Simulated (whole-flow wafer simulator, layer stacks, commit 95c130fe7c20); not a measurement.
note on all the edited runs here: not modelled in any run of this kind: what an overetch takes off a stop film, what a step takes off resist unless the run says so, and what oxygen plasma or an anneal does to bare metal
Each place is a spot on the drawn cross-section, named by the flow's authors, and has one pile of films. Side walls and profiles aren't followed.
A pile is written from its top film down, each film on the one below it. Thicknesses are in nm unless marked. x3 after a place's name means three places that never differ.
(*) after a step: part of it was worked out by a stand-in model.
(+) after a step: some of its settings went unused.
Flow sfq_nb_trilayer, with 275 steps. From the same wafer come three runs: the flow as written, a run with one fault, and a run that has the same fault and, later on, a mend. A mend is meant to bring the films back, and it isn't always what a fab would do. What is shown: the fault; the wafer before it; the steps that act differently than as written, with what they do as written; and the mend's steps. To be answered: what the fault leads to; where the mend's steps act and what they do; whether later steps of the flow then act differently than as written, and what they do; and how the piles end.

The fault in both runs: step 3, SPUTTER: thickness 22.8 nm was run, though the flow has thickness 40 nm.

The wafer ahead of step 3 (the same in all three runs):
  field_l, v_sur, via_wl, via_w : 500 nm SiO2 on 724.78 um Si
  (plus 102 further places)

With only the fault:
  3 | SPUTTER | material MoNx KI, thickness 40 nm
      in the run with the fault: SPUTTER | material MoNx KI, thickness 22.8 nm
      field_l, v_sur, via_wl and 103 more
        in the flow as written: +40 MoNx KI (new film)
        in the run with the fault: +22.8 MoNx KI (new film)
  Steps later in the flow that act otherwise than as written (8 other steps are not shown; they differ only slightly, by no more than 2% or 0.5 nm, whichever is larger):
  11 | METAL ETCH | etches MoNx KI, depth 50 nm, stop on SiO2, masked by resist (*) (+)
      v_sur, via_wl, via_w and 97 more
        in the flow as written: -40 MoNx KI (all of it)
        in the run with the fault: -22.8 MoNx KI (all of it)
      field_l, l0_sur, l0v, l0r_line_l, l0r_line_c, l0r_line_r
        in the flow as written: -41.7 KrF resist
        in the run with the fault: -28.5 KrF resist
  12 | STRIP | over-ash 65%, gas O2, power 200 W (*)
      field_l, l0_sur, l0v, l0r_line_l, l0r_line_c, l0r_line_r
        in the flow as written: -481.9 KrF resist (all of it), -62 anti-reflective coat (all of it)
        in the run with the fault: -495.1 KrF resist (all of it), -62 anti-reflective coat (all of it)
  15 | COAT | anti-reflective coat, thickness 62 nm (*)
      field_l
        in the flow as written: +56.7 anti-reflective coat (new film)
        in the run with the fault: +58.7 anti-reflective coat (new film)
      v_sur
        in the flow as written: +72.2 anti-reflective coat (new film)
        in the run with the fault: +67.8 anti-reflective coat (new film)
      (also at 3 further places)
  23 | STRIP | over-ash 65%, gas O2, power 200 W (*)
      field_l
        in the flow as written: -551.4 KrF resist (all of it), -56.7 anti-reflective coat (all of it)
        in the run with the fault: -555.1 KrF resist (all of it), -58.7 anti-reflective coat (all of it)
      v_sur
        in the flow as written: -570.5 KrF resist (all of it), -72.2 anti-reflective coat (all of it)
        in the run with the fault: -565.7 KrF resist (all of it), -67.8 anti-reflective coat (all of it)
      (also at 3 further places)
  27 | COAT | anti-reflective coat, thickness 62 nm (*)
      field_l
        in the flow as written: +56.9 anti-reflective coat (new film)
        in the run with the fault: +58.9 anti-reflective coat (new film)
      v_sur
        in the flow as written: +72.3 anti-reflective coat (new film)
        in the run with the fault: +67.9 anti-reflective coat (new film)
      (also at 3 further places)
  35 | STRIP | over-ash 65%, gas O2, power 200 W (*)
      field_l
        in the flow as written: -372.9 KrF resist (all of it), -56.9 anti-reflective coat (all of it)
        in the run with the fault: -377 KrF resist (all of it), -58.9 anti-reflective coat (all of it)
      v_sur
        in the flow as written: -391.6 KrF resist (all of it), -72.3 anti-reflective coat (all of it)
        in the run with the fault: -387.5 KrF resist (all of it), -67.9 anti-reflective coat (all of it)
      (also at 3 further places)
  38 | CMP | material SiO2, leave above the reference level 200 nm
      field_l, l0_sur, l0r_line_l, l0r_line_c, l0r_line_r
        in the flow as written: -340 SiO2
        in the run with the fault: -322.8 SiO2
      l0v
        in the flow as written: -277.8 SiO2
        in the run with the fault: -260.6 SiO2
  By the end, the piles at field_l, l0_sur, l0v, l0r_line_l, l0r_line_c, l0r_line_r depart from the flow's by more than 2% or 0.5 nm, whichever is larger.
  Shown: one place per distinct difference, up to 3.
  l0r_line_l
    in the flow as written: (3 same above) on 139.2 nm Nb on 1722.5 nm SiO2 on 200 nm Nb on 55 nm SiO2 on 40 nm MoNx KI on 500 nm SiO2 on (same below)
    in the run with the fault: (3 same above) on 139.2 nm Nb on 1739.7 nm SiO2 on 200 nm Nb on 55 nm SiO2 on 22.8 nm MoNx KI on 500 nm SiO2 on (same below)
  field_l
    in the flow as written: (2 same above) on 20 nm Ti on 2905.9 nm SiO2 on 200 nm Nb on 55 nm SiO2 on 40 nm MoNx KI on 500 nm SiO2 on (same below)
    in the run with the fault: (2 same above) on 20 nm Ti on 2923.1 nm SiO2 on 200 nm Nb on 55 nm SiO2 on 22.8 nm MoNx KI on 500 nm SiO2 on (same below)
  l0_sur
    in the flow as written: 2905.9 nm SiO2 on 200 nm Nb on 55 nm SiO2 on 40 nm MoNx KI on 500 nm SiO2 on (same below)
    in the run with the fault: 2923.1 nm SiO2 on 200 nm Nb on 55 nm SiO2 on 22.8 nm MoNx KI on 500 nm SiO2 on (same below)

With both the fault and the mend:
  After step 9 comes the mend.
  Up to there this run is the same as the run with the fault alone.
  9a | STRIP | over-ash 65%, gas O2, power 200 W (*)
      v_sur, via_wl, via_w and 97 more
        -62 anti-reflective coat (all of it)
      field_l, l0_sur, l0v, l0r_line_l, l0r_line_c, l0r_line_r
        -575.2 KrF resist (all of it), -62 anti-reflective coat (all of it)
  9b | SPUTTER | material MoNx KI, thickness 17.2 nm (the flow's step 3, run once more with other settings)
      field_l, v_sur, via_wl and 103 more
        +17.2 MoNx KI
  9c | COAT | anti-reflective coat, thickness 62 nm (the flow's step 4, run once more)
      field_l, v_sur, via_wl and 103 more
        +62 anti-reflective coat (new film)
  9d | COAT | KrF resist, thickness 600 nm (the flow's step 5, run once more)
      field_l, v_sur, via_wl and 103 more
        +600 KrF resist (new film)
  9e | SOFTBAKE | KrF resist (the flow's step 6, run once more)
      alters no film at any place that is followed
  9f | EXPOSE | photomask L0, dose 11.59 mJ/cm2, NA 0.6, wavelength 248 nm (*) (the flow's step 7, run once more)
      alters no film at any place that is followed
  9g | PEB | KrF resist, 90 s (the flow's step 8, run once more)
      field_l, v_sur, via_wl and 103 more
        -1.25 KrF resist
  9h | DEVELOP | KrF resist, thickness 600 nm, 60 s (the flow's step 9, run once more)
      v_sur, via_wl, via_w and 97 more
        -598.7 KrF resist (all of it)
      field_l, l0_sur, l0v, l0r_line_l, l0r_line_c, l0r_line_r
        -23.5 KrF resist
  Every later step of the flow that is run acts as written at every place that is followed.
  The piles end the same as the flow's at every place that both follow.
